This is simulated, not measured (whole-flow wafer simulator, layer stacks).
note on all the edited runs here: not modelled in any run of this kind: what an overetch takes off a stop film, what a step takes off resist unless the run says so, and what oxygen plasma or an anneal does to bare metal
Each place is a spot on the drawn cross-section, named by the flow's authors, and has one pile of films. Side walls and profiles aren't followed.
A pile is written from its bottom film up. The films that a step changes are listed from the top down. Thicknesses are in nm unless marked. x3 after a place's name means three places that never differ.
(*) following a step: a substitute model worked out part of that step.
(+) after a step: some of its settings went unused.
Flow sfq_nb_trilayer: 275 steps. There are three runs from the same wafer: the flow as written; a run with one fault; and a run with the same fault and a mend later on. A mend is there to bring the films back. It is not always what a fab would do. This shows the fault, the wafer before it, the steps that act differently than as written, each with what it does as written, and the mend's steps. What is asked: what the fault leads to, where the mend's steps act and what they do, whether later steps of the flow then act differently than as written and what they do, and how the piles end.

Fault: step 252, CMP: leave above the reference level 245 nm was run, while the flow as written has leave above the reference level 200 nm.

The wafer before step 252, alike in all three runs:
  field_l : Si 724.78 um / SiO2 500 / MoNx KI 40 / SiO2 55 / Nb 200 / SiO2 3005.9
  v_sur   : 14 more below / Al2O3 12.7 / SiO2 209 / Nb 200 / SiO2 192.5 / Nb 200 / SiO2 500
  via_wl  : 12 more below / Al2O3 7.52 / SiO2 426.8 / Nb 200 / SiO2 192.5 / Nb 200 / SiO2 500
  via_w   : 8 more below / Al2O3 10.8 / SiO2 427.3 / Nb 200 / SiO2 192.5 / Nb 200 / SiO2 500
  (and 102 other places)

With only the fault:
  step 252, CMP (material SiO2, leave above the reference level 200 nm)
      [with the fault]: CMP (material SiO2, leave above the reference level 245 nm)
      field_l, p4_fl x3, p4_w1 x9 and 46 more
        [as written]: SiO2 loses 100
        [with the fault]: SiO2 loses 55
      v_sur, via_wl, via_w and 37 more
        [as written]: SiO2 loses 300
        [with the fault]: SiO2 loses 255
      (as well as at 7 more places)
  Steps further on in the flow that do not act as written (not shown: 3 more steps that differ only slightly, by at most 2% or 0.5 nm, whichever is larger):
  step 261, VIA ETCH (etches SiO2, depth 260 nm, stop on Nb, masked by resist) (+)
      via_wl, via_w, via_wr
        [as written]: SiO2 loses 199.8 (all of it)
        [with the fault]: SiO2 loses 244.8 (all of it)
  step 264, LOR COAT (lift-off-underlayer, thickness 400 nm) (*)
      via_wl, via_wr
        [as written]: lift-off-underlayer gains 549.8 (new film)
        [with the fault]: lift-off-underlayer gains 583.5 (new film)
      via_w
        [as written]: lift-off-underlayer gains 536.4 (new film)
        [with the fault]: lift-off-underlayer gains 567.1 (new film)
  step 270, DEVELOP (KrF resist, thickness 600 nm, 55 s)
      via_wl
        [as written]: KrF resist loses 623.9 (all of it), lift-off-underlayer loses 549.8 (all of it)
        [with the fault]: KrF resist loses 629.5 (all of it), lift-off-underlayer loses 583.5 (all of it)
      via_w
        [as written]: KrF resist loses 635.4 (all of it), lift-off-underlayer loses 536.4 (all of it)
        [with the fault]: KrF resist loses 643.7 (all of it), lift-off-underlayer loses 567.1 (all of it)
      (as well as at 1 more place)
  At v_sur, via_sp, via_v and 83 more, the piles at the end differ from the flow's by more than 2% or 0.5 nm, whichever is larger.
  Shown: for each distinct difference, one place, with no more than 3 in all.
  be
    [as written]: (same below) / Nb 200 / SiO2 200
    [with the fault]: (same below) / Nb 200 / SiO2 245
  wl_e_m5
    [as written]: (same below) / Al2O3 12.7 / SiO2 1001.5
    [with the fault]: (same below) / Al2O3 12.7 / SiO2 1046.5
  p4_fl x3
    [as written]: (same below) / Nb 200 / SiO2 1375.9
    [with the fault]: (same below) / Nb 200 / SiO2 1420.9

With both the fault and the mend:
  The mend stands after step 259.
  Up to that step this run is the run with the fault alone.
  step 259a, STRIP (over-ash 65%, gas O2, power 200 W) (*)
      field_l, v_sur, via_sp and 100 more
        KrF resist loses 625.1 (all of it), anti-reflective coat loses 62 (all of it)
      via_wl, via_w, via_wr
        anti-reflective coat loses 62 (all of it)
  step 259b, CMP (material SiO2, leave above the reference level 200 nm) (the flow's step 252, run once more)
      field_l, v_sur, via_wl and 103 more
        SiO2 loses 45
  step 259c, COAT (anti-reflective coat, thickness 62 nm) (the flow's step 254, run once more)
      field_l, v_sur, via_wl and 103 more
        anti-reflective coat gains 62 (new film)
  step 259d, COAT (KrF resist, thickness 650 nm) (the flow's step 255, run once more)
      field_l, v_sur, via_wl and 103 more
        KrF resist gains 650 (new film)
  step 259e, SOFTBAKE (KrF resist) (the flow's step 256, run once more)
      alters no film at any place that is followed
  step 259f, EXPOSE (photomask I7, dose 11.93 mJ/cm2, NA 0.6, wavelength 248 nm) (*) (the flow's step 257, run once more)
      alters no film at any place that is followed
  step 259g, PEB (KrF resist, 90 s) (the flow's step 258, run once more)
      field_l, v_sur, via_wl and 103 more
        KrF resist loses 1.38
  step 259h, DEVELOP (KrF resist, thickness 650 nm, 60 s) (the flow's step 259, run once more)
      field_l, v_sur, via_sp and 100 more
        KrF resist loses 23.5
      via_wl, via_w, via_wr
        KrF resist loses 648.6 (all of it)
  Every later step of the flow that is run acts as written at every place that is followed.
  By the end, the piles equal the flow's at every place that both follow.
